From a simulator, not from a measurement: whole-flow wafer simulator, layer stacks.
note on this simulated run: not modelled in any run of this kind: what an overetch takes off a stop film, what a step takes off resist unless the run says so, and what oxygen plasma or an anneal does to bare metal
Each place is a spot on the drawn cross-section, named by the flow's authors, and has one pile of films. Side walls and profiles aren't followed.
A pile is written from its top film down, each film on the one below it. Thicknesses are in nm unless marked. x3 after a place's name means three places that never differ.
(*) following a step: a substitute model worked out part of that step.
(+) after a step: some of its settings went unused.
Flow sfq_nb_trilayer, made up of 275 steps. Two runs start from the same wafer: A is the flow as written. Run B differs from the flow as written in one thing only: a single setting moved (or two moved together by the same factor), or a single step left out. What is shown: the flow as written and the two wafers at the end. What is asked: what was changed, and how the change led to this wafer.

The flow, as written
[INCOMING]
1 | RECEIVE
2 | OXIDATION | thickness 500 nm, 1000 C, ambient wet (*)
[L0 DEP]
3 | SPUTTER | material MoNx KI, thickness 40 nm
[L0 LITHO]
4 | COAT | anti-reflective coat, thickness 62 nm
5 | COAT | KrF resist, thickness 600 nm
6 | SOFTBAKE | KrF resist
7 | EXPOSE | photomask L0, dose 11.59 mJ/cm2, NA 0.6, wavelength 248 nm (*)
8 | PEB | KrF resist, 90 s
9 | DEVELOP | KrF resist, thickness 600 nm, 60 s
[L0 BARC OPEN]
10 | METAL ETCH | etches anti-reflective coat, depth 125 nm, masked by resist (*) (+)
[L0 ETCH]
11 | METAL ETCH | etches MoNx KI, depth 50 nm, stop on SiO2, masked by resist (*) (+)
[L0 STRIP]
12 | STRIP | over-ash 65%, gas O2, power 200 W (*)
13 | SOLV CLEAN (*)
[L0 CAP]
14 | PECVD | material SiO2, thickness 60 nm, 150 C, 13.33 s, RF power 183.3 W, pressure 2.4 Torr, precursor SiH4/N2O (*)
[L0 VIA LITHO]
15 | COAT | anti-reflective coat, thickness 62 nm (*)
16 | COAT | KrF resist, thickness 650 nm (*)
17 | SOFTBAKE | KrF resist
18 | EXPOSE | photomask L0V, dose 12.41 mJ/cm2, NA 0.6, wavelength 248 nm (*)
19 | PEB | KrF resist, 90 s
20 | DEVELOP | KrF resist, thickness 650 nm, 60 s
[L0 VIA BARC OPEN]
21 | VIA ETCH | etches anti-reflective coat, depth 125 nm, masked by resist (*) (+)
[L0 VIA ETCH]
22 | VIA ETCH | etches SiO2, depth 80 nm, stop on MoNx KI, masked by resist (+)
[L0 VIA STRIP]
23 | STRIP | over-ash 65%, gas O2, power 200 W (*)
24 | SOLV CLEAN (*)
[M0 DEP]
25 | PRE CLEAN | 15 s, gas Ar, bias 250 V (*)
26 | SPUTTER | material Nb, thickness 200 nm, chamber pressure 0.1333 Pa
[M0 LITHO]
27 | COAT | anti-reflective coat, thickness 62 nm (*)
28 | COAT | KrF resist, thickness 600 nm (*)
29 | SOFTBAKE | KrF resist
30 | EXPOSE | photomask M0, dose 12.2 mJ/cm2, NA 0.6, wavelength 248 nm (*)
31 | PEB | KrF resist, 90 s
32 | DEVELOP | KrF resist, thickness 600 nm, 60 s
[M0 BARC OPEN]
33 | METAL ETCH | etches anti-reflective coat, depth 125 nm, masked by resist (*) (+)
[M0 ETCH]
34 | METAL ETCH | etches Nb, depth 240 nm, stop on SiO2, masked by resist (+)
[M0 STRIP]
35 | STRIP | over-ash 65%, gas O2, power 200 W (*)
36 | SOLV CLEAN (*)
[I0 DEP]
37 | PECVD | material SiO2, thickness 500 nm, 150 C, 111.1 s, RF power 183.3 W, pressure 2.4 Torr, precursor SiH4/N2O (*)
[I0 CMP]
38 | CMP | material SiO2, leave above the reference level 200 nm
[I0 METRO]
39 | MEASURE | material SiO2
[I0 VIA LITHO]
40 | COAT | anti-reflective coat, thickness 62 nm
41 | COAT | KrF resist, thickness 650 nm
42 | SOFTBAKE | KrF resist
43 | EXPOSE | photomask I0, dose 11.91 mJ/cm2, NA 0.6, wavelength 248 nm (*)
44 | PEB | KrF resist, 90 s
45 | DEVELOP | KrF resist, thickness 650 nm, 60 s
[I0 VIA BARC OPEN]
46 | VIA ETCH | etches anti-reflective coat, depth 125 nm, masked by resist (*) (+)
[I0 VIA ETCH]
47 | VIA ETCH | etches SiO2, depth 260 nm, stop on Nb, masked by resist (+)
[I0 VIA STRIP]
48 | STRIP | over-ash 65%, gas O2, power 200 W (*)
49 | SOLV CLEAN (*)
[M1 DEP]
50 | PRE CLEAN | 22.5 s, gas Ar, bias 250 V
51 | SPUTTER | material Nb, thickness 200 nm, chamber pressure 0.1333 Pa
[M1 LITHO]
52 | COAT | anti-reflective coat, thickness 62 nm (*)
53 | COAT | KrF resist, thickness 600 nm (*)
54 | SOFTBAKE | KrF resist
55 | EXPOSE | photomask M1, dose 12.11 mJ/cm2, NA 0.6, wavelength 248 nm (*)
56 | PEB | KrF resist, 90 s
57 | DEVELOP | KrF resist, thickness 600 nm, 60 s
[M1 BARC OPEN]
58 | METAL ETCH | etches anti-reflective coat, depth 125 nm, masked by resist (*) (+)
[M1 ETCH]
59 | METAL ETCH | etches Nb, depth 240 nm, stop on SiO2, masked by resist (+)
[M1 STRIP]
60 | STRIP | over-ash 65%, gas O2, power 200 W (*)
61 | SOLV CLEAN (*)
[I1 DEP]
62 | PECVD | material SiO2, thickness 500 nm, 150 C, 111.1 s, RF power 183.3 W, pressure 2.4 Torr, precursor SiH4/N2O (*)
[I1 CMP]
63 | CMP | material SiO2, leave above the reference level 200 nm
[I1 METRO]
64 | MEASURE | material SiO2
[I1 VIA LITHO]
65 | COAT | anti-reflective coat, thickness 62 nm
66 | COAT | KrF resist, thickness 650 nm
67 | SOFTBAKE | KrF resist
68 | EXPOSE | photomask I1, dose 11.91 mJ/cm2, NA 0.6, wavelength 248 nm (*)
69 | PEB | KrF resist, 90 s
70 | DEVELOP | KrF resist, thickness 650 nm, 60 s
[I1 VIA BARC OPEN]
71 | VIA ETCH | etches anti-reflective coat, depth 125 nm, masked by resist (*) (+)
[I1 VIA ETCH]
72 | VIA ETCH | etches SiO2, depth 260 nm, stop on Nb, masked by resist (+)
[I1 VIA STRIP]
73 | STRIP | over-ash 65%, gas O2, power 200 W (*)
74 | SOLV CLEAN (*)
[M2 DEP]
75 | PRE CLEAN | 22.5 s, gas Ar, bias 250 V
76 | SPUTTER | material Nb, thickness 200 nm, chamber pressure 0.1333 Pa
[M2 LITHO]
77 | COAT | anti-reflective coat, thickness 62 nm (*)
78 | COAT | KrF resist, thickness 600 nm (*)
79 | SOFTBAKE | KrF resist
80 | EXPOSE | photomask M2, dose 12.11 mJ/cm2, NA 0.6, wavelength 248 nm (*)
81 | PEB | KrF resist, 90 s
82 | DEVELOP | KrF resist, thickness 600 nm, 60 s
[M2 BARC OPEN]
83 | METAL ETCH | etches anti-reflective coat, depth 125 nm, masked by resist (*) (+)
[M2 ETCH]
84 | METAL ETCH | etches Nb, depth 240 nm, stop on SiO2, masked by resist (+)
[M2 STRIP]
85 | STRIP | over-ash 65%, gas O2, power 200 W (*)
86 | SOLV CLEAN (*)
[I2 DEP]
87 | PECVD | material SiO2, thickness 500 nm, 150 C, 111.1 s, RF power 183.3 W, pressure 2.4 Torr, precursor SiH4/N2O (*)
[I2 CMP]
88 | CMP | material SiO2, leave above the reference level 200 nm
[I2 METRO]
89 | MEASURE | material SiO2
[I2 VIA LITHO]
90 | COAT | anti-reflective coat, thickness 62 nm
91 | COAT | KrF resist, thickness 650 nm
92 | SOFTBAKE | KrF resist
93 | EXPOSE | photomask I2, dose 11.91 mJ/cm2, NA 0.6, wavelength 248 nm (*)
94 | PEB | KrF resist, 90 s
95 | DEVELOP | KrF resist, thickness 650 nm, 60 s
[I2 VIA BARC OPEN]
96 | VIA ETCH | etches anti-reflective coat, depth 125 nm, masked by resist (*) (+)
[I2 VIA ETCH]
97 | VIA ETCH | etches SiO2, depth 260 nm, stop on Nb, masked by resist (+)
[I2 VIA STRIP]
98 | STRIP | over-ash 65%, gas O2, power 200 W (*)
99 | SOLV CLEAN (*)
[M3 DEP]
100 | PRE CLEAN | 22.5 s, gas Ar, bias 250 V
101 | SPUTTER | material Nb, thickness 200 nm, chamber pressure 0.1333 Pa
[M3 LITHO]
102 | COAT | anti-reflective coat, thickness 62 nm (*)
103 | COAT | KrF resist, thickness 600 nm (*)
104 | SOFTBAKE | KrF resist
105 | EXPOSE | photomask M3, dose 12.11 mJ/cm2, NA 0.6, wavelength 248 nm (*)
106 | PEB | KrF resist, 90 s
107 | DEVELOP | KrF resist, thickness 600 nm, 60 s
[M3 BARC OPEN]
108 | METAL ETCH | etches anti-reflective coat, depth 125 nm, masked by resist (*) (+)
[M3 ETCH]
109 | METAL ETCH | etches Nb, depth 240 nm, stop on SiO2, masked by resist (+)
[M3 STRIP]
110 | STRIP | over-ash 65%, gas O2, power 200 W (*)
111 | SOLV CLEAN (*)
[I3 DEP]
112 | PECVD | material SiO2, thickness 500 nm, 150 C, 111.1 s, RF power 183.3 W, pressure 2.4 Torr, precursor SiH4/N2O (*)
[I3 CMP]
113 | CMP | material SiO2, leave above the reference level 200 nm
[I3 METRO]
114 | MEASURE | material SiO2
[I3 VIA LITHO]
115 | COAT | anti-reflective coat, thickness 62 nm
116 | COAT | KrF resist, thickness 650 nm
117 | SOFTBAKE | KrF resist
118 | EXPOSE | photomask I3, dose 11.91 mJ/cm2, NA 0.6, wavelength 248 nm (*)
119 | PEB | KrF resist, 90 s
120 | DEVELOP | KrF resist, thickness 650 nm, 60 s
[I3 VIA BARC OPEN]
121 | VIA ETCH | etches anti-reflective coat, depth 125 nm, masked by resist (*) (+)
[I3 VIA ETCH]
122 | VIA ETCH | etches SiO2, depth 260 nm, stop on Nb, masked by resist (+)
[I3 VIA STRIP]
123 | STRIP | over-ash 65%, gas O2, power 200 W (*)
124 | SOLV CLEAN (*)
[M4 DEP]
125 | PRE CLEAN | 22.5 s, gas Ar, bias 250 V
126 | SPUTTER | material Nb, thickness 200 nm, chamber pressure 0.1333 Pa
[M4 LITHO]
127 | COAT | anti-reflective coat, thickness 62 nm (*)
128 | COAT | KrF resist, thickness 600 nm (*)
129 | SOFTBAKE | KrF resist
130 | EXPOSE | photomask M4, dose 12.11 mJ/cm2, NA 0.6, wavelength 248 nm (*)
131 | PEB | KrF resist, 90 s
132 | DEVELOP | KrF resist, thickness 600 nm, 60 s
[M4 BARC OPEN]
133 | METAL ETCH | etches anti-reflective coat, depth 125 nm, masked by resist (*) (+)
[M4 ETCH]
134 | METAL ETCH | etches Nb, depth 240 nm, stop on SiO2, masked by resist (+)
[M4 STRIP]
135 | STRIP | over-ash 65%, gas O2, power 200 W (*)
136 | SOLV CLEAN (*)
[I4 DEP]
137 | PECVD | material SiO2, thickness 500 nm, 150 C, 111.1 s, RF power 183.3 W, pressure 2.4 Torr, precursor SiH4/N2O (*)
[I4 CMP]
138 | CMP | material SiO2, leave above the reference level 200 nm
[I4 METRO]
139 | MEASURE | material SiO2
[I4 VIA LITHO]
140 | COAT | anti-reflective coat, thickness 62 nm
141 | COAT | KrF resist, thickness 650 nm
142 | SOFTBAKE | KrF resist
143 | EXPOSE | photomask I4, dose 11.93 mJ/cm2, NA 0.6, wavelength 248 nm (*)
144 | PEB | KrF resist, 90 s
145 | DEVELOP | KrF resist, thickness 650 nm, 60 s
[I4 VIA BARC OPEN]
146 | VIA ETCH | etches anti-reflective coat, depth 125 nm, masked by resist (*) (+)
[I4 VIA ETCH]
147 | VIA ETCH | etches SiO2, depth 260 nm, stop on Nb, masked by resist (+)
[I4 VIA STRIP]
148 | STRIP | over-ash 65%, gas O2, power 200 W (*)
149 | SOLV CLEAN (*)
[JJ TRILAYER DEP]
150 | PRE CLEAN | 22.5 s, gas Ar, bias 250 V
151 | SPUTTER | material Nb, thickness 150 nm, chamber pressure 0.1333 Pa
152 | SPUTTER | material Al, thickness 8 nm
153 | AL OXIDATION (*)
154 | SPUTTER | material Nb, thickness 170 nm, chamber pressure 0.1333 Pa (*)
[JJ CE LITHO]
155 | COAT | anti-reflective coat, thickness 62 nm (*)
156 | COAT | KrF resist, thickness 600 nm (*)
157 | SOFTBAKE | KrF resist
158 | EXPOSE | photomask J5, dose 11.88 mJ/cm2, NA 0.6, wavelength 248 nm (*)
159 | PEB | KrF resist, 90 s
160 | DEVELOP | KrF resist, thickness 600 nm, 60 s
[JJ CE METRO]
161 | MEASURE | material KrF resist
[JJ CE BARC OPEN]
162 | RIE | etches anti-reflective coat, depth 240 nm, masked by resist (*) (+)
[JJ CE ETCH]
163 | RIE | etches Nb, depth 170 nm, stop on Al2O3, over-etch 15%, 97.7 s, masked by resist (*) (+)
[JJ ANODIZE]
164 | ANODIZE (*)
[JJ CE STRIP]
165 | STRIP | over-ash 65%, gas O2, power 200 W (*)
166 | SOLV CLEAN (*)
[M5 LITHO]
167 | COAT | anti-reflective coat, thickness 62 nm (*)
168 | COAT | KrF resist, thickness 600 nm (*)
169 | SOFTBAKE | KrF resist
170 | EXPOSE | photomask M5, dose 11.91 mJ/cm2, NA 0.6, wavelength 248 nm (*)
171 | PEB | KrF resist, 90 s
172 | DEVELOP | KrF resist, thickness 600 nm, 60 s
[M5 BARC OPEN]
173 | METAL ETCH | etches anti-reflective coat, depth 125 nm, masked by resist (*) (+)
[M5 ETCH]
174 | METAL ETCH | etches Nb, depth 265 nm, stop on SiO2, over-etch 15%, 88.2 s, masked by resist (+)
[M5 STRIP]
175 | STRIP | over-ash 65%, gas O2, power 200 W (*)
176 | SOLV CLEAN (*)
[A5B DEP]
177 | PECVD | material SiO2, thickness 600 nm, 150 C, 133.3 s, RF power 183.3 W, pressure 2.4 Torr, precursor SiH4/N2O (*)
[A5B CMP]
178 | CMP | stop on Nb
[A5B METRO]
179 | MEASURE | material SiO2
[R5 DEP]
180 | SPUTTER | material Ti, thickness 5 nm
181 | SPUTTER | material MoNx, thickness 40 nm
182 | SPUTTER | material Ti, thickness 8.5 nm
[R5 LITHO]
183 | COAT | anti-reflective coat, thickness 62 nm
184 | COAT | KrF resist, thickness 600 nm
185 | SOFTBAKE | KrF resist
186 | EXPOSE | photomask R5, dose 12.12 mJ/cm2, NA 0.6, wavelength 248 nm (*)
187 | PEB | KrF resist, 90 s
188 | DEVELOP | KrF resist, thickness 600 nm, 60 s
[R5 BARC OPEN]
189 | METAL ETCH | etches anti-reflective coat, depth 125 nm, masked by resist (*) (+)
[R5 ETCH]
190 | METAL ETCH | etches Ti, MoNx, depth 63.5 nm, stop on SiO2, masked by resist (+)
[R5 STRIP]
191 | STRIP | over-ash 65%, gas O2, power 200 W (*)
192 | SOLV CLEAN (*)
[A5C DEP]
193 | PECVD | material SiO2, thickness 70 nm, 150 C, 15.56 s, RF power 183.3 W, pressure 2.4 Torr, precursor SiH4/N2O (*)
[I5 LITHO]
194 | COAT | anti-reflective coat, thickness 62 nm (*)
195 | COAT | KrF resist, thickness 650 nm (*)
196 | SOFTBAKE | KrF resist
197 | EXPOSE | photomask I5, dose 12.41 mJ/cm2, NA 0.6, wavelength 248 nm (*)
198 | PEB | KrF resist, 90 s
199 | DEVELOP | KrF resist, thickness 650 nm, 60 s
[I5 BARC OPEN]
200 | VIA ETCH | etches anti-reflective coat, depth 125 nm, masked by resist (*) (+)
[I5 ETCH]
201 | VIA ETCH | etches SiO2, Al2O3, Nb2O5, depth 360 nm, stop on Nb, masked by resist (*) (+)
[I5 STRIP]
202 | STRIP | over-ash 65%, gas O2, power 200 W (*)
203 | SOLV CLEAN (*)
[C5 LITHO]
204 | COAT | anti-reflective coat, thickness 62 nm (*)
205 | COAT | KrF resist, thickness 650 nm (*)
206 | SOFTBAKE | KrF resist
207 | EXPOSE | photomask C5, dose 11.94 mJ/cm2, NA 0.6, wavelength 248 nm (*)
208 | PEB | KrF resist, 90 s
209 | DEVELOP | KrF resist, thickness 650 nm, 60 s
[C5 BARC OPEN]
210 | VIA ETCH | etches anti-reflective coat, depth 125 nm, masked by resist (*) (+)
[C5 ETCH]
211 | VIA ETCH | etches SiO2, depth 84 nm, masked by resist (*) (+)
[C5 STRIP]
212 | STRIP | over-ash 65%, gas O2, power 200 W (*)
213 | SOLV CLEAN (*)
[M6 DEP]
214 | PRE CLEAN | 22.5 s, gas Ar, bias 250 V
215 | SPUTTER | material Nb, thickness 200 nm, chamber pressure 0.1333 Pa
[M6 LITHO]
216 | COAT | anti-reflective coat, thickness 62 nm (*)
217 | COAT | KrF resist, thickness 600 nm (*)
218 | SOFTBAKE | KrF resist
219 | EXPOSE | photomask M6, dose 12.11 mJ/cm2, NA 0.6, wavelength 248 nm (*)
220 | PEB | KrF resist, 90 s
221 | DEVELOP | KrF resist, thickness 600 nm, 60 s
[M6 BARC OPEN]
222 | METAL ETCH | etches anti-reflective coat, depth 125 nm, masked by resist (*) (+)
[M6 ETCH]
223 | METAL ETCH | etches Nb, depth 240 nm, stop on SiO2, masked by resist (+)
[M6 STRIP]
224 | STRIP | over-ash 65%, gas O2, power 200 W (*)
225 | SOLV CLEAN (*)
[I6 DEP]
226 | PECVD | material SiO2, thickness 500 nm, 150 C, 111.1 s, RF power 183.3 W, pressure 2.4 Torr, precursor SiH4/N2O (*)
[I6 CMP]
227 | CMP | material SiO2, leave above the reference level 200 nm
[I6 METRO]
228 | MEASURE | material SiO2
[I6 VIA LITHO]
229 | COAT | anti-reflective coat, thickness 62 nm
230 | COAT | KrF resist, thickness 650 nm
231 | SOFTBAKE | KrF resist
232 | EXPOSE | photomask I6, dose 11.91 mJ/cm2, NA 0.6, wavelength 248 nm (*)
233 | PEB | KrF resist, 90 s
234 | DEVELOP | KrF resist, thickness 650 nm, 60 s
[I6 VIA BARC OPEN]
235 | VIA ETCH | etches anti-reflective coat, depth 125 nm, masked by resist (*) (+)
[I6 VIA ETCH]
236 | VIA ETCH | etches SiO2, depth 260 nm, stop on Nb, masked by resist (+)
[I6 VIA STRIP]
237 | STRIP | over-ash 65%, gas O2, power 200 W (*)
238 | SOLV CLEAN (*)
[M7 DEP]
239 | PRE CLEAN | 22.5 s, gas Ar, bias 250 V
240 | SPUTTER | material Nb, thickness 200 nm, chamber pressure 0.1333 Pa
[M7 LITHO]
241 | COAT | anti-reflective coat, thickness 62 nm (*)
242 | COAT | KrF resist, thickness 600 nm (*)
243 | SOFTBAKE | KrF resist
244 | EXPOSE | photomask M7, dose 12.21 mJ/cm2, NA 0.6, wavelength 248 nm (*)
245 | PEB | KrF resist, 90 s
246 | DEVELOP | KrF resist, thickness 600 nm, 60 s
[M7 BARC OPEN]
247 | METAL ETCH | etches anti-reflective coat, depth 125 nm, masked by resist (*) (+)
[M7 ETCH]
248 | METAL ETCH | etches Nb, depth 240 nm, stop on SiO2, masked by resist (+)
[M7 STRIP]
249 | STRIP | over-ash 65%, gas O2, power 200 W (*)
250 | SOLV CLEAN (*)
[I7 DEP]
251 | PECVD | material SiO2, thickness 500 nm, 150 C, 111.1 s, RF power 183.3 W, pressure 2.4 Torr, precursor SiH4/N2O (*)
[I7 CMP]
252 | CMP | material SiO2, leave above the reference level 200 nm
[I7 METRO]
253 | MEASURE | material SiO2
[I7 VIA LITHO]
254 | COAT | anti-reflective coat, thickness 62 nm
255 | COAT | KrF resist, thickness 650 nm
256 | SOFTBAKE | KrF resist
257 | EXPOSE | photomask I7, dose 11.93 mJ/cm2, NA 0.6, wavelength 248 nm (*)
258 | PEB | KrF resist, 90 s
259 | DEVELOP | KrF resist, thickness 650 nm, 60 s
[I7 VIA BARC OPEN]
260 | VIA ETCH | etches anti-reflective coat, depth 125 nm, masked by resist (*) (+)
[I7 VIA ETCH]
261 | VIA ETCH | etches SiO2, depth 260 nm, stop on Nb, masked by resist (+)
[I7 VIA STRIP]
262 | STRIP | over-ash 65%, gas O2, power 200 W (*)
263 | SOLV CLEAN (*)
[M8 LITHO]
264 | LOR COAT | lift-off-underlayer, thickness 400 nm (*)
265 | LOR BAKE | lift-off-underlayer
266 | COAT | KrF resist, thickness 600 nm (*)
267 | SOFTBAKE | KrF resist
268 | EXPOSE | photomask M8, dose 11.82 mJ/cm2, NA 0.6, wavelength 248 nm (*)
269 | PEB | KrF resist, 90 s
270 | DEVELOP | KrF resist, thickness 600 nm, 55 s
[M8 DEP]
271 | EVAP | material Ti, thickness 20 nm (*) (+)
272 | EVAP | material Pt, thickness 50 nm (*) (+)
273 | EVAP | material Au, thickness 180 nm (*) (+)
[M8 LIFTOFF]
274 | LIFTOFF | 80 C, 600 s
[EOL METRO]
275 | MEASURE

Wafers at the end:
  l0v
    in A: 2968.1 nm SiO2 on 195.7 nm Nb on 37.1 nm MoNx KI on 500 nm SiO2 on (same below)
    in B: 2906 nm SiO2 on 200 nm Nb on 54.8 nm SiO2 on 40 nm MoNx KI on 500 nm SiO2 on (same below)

The reason: step 22, VIA ETCH: etches SiO2, depth 80 nm, stop on MoNx KI, masked by resist (+), was not run.

How this came from the change, step by step:
  23 | STRIP | over-ash 65%, gas O2, power 200 W (*)
      p4_fl, p4_fm, p4_w1 and 70 more: A KrF resist loses 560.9 (all of it), anti-reflective coat loses 62 (all of it) | B KrF resist loses 574.7 (all of it), anti-reflective coat loses 62 (all of it)
      gap, jj_sur, ce_l, r_sur, res: A KrF resist loses 567.9 (all of it), anti-reflective coat loses 63.7 (all of it) | B KrF resist loses 581.7 (all of it), anti-reflective coat loses 63.7 (all of it)
      (as well as at 27 more places)
  25 | PRE CLEAN | 15 s, gas Ar, bias 250 V (*)
      l0v: A MoNx KI loses 2.91 | B SiO2 loses 5
  26 | SPUTTER | material Nb, thickness 200 nm, chamber pressure 0.1333 Pa
      l0v: A Nb gains 195.7 (new film) | B Nb gains 200 (new film)
  27 | COAT | anti-reflective coat, thickness 62 nm (*)
      l0_sur: A anti-reflective coat gains 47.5 (new film) | B anti-reflective coat gains 54.4 (new film)
      l0v: A anti-reflective coat gains 78 (new film) | B anti-reflective coat gains 60.5 (new film)
  28 | COAT | KrF resist, thickness 600 nm (*)
      l0v: A KrF resist gains 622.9 (new film) | B KrF resist gains 590.7 (new film)
  35 | STRIP | over-ash 65%, gas O2, power 200 W (*)
      l0_sur: A KrF resist loses 372 (all of it), anti-reflective coat loses 47.5 (all of it) | B KrF resist loses 374.2 (all of it), anti-reflective coat loses 54.4 (all of it)
      l0v: A KrF resist loses 405.3 (all of it), anti-reflective coat loses 78 (all of it) | B KrF resist loses 373.1 (all of it), anti-reflective coat loses 60.5 (all of it)
  38 | CMP | material SiO2, leave above the reference level 200 nm
      l0v: A SiO2 loses 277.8 | B SiO2 loses 339.8
If metal films that touch count as one body, l0v has 2 bodies (between them, from the top down: SiO2 54.8); the flow as written gives 1 body.
